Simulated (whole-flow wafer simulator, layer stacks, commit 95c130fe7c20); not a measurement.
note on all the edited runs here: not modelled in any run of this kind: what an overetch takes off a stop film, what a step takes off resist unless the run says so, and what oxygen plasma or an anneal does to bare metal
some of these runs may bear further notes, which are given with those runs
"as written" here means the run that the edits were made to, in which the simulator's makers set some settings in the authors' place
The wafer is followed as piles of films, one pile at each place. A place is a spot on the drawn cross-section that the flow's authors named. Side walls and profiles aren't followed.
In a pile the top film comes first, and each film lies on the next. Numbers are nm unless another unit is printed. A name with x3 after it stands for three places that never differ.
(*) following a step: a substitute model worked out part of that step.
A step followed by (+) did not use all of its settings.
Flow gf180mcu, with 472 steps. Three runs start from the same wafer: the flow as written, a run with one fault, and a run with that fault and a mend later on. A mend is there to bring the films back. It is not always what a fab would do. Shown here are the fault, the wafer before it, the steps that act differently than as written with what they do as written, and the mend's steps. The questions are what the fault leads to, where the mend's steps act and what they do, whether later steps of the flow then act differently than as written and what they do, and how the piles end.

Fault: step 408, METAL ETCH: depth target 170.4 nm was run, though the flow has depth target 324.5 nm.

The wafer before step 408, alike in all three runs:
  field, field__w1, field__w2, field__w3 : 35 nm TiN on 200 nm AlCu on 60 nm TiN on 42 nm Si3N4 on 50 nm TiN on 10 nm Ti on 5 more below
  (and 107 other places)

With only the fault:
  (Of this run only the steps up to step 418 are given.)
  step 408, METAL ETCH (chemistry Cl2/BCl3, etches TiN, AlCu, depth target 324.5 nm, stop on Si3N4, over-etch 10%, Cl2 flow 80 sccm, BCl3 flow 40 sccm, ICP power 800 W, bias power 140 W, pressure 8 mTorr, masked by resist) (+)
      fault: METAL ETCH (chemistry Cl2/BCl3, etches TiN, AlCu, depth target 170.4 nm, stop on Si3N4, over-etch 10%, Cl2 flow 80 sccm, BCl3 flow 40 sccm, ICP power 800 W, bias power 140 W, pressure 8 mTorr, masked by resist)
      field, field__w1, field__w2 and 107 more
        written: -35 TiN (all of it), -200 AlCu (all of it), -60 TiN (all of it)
        fault: -35 TiN (all of it), -135.4 AlCu
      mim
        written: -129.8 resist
        fault: -68.2 resist
  Steps later in the flow that act otherwise than as written:
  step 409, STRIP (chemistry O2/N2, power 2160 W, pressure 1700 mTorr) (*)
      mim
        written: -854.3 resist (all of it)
        fault: -916 resist (all of it)
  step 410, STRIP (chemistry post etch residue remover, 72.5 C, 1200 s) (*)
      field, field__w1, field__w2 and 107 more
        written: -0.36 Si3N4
        fault: -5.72 AlCu
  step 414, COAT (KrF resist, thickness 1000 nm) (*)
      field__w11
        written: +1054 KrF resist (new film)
        fault: +1029.7 KrF resist (new film)
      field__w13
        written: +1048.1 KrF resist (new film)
        fault: +1026.6 KrF resist (new film)
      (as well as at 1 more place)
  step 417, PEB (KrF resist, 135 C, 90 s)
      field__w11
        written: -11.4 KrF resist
        fault: -10.8 KrF resist
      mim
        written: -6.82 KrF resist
        fault: -8.29 KrF resist
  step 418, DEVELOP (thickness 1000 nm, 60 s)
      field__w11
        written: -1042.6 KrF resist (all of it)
        fault: -1018.9 KrF resist (all of it)
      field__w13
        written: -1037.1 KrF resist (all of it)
        fault: -1015.8 KrF resist (all of it)
  After step 418, at field, field__w1, field__w2 and 109 more, the piles differ from the flow's by more than 2% or 0.5 nm, whichever is larger.
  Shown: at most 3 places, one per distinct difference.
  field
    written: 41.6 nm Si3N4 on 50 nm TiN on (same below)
    fault: 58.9 nm AlCu on 60 nm TiN on 42 nm Si3N4 on 50 nm TiN on (same below)
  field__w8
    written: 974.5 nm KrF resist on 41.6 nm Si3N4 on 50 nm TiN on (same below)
    fault: 974.5 nm KrF resist on 58.9 nm AlCu on 60 nm TiN on 42 nm Si3N4 on 50 nm TiN on (same below)
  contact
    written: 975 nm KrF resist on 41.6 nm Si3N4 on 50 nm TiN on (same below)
    fault: 974.8 nm KrF resist on 58.9 nm AlCu on 60 nm TiN on 42 nm Si3N4 on 50 nm TiN on (same below)

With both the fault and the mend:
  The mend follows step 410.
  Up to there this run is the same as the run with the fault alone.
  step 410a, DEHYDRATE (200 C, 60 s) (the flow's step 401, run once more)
      leaves every film unchanged at each place that is followed
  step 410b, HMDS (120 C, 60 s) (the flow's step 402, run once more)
      leaves every film unchanged at each place that is followed
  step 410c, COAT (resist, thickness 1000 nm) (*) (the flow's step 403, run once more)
      field__w8, m1__w1, iso_ptap_pw and 39 more
        +1000 resist (new film)
      field, ld_gate_p, ld_acc_p, ld_fp_p, ld_drift_p, ld_drn_p, m1_nw
        +1001 resist (new film)
      p_well, sti, spacer, sd_n, mim_1p0, pad, dice_street
        +1000.4 resist (new film)
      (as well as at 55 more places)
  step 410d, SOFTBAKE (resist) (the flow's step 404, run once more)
      field__w5, field__w9
        -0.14 resist
      field__w2
        +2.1 resist
      field__w3
        +2.21 resist
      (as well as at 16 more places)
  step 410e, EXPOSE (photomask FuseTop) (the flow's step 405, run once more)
      leaves every film unchanged at each place that is followed
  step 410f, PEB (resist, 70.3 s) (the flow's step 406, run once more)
      field, field__w1, field__w5 and 97 more
        -15.9 resist
      field__w2, field__w3, field__w12, pplus_u, ppoly_sal
        -16 resist
      field__w7, field__w11, field__w13, ppoly_u, npoly_sal
        -16.1 resist
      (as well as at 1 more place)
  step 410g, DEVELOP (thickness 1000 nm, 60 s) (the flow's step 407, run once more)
      field__w8, m1__w1, iso_ptap_pw and 39 more
        -984.1 resist (all of it)
      field, ld_sd_p, ld_gate_p, ld_acc_p, ld_fp_p, ld_drift_p, ld_drn_p
        -985.1 resist (all of it)
      field_sub, field_sub__w2, field_sub__w3, field_sub__w4, ld_fp_n, ld_drift_n, ld_drn_n
        -985 resist (all of it)
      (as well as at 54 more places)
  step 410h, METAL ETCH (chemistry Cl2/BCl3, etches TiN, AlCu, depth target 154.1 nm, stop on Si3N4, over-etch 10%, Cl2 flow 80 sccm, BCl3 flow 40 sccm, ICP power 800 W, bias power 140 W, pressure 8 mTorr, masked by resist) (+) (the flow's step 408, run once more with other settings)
      field, field__w1, field__w2 and 107 more
        -58.9 AlCu (all of it), -60 TiN (all of it)
      mim
        -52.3 resist
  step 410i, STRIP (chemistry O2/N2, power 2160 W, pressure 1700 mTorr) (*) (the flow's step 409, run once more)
      mim
        -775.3 resist (all of it)
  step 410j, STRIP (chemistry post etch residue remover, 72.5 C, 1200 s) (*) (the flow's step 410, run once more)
      field, field__w1, field__w2 and 107 more
        -0.36 Si3N4
      mim
        -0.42 TiN
  Every later step of the flow that is run acts as written, at every place that is followed, to within 2% or 0.5 nm, whichever is larger.
  The piles end only slightly different from the flow's at the places that both follow, by no more than 2% or 0.5 nm, whichever is larger.
